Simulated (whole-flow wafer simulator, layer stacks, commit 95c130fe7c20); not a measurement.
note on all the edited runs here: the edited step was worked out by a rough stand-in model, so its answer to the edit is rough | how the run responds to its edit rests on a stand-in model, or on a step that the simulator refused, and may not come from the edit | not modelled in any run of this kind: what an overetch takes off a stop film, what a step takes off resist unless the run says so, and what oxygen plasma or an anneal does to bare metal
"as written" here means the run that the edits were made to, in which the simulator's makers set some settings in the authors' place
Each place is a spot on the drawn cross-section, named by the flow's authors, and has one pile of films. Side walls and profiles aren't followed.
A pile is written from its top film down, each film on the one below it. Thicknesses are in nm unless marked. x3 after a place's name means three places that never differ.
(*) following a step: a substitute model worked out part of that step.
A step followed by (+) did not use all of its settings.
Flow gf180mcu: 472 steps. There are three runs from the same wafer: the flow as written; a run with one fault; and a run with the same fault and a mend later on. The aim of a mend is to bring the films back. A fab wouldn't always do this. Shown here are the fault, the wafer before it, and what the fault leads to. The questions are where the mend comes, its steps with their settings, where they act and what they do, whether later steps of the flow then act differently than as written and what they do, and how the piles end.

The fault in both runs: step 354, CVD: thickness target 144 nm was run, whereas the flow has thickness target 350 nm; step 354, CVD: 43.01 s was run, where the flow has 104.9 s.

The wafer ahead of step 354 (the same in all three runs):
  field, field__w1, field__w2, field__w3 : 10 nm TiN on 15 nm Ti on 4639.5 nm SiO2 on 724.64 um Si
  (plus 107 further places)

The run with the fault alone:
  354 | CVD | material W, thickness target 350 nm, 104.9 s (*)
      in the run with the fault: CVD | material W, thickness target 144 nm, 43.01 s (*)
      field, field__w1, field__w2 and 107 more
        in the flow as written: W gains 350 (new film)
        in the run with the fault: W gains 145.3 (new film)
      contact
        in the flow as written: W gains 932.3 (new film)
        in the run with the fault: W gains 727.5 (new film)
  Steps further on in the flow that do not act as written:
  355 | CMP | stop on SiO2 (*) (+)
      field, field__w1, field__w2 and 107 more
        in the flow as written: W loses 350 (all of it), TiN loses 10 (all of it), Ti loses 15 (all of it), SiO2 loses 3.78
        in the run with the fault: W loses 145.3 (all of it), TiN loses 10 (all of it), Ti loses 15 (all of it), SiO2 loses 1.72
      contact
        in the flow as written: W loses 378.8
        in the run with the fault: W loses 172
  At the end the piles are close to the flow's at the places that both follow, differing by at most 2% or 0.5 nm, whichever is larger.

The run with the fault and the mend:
  The mend stands after step 354.
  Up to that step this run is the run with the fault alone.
  354a | CVD | material W, thickness target 206 nm, 61.74 s (a further turn of the flow's step 354, with different settings)
      field, field__w1, field__w2 and 108 more
        W gains 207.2
  None of the later steps of the flow differs from how it acts as written, at any place that is followed, by more than 2% or 0.5 nm, whichever is larger.
  At the end the piles are close to the flow's at the places that both follow, differing by at most 2% or 0.5 nm, whichever is larger.
